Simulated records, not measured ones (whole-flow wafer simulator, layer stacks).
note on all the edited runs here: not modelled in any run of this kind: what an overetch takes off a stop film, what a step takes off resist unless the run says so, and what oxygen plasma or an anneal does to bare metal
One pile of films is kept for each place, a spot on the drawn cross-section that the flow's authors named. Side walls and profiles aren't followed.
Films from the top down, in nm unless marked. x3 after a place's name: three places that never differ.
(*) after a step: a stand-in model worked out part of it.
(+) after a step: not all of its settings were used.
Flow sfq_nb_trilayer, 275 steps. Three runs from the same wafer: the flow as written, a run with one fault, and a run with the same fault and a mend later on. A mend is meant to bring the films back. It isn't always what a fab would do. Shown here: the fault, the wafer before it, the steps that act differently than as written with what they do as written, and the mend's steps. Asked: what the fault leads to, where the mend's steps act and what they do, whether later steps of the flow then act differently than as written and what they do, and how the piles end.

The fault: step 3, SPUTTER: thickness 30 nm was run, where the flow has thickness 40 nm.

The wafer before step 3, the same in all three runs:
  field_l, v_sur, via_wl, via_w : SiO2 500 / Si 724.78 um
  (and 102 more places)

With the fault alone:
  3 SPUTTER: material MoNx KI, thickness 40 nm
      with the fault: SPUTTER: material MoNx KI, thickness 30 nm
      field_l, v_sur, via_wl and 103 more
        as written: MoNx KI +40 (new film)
        with the fault: MoNx KI +30 (new film)
  Later steps of the flow that act differently than as written (9 more steps differ only slightly, by at most 2% or 0.5 nm, whichever is larger, and aren't shown):
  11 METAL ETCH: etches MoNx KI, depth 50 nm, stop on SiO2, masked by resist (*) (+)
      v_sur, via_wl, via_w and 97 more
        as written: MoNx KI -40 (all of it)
        with the fault: MoNx KI -30 (all of it)
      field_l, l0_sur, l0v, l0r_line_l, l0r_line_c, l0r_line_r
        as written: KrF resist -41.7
        with the fault: KrF resist -37.5
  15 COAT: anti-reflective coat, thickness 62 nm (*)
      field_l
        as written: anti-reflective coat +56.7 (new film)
        with the fault: anti-reflective coat +57.9 (new film)
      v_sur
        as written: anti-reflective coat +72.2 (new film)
        with the fault: anti-reflective coat +69.7 (new film)
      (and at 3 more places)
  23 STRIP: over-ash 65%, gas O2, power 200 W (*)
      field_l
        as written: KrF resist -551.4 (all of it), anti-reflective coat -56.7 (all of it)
        with the fault: KrF resist -553.6 (all of it), anti-reflective coat -57.9 (all of it)
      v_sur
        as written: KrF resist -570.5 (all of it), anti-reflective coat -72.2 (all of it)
        with the fault: KrF resist -567.6 (all of it), anti-reflective coat -69.7 (all of it)
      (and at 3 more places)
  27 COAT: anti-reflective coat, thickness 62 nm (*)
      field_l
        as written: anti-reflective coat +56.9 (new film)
        with the fault: anti-reflective coat +58.1 (new film)
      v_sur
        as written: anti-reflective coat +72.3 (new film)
        with the fault: anti-reflective coat +69.8 (new film)
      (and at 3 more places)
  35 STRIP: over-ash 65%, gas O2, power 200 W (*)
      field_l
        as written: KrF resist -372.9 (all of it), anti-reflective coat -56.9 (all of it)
        with the fault: KrF resist -375.3 (all of it), anti-reflective coat -58.1 (all of it)
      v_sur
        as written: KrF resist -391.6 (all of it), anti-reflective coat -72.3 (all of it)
        with the fault: KrF resist -389.1 (all of it), anti-reflective coat -69.8 (all of it)
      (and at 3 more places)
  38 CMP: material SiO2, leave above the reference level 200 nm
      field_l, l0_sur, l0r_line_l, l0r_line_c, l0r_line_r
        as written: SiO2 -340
        with the fault: SiO2 -330
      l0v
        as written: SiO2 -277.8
        with the fault: SiO2 -267.8
  At the end the piles differ from the flow's by more than 2% or 0.5 nm, whichever is larger, at field_l, l0_sur, l0v, l0r_line_l, l0r_line_c, l0r_line_r.
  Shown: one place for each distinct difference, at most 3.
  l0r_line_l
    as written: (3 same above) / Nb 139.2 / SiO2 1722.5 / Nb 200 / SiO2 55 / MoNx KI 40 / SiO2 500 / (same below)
    with the fault: (3 same above) / Nb 139.2 / SiO2 1732.5 / Nb 200 / SiO2 55 / MoNx KI 30 / SiO2 500 / (same below)
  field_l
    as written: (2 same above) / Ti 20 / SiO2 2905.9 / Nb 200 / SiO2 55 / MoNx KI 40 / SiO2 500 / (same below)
    with the fault: (2 same above) / Ti 20 / SiO2 2915.9 / Nb 200 / SiO2 55 / MoNx KI 30 / SiO2 500 / (same below)
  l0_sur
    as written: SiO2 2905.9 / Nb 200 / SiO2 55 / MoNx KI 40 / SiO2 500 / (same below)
    with the fault: SiO2 2915.9 / Nb 200 / SiO2 55 / MoNx KI 30 / SiO2 500 / (same below)

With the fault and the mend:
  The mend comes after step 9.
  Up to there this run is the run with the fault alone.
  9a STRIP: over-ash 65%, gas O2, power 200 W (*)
      v_sur, via_wl, via_w and 97 more
        anti-reflective coat -62 (all of it)
      field_l, l0_sur, l0v, l0r_line_l, l0r_line_c, l0r_line_r
        KrF resist -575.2 (all of it), anti-reflective coat -62 (all of it)
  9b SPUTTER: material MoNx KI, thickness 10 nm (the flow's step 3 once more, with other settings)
      field_l, v_sur, via_wl and 103 more
        MoNx KI +10
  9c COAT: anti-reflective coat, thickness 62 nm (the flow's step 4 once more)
      field_l, v_sur, via_wl and 103 more
        anti-reflective coat +62 (new film)
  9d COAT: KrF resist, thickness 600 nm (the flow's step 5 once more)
      field_l, v_sur, via_wl and 103 more
        KrF resist +600 (new film)
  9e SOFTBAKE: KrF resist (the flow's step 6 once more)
      changes no film at any place that is followed
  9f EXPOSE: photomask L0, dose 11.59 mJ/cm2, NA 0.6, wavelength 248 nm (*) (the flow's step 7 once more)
      changes no film at any place that is followed
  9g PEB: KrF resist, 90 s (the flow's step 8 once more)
      field_l, v_sur, via_wl and 103 more
        KrF resist -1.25
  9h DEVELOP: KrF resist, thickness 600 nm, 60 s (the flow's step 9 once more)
      v_sur, via_wl, via_w and 97 more
        KrF resist -598.7 (all of it)
      field_l, l0_sur, l0v, l0r_line_l, l0r_line_c, l0r_line_r
        KrF resist -23.5
  No later step of the flow acts differently than as written at any place that is followed.
  At the end the piles are the same as the flow's at every place that both follow.
